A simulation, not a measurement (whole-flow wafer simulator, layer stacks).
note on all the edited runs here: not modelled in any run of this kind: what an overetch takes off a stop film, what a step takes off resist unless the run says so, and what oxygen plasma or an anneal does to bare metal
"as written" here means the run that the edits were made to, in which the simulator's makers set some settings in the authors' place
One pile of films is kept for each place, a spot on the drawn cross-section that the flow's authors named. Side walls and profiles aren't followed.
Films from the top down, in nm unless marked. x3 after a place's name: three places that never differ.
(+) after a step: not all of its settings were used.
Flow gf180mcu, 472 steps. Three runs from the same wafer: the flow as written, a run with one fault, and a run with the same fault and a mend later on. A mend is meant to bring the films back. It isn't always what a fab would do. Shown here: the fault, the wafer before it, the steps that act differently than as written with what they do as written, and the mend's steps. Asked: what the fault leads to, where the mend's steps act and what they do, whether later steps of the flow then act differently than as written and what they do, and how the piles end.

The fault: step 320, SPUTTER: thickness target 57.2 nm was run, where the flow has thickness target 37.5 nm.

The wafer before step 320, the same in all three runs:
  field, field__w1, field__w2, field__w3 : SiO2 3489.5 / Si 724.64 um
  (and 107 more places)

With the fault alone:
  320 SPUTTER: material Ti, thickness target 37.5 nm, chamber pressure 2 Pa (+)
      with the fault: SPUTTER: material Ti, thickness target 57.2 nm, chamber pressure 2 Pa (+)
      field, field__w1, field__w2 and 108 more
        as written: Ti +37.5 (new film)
        with the fault: Ti +57.2 (new film)
  Later steps of the flow that act differently than as written:
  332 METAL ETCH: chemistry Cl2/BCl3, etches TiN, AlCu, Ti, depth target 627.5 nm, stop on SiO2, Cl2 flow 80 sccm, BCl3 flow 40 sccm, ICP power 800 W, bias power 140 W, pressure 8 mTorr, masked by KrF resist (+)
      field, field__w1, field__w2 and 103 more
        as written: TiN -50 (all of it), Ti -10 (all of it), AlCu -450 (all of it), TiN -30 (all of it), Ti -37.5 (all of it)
        with the fault: TiN -50 (all of it), Ti -10 (all of it), AlCu -450 (all of it), TiN -30 (all of it), Ti -57.2 (all of it)
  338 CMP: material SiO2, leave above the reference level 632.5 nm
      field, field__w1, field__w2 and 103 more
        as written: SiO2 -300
        with the fault: SiO2 -280.3
  At the end the piles differ from the flow's by more than 2% or 0.5 nm, whichever is larger, at field__w8, contact, m1, m1__w1, m1_nw.
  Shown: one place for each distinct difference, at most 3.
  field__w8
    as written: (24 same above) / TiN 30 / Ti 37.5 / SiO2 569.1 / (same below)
    with the fault: (24 same above) / TiN 30 / Ti 57.2 / SiO2 569.1 / (same below)
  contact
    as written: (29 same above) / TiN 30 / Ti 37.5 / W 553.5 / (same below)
    with the fault: (29 same above) / TiN 30 / Ti 57.2 / W 553.5 / (same below)

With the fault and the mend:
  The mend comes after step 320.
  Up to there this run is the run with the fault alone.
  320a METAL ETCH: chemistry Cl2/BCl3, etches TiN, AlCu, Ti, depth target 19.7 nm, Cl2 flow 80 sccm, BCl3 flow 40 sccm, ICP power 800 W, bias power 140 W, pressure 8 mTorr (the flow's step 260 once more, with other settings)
      field, field__w1, field__w2 and 108 more
        Ti -19.7
  No later step of the flow acts differently than as written at any place that is followed.
  At the end the piles are the same as the flow's at every place that both follow.
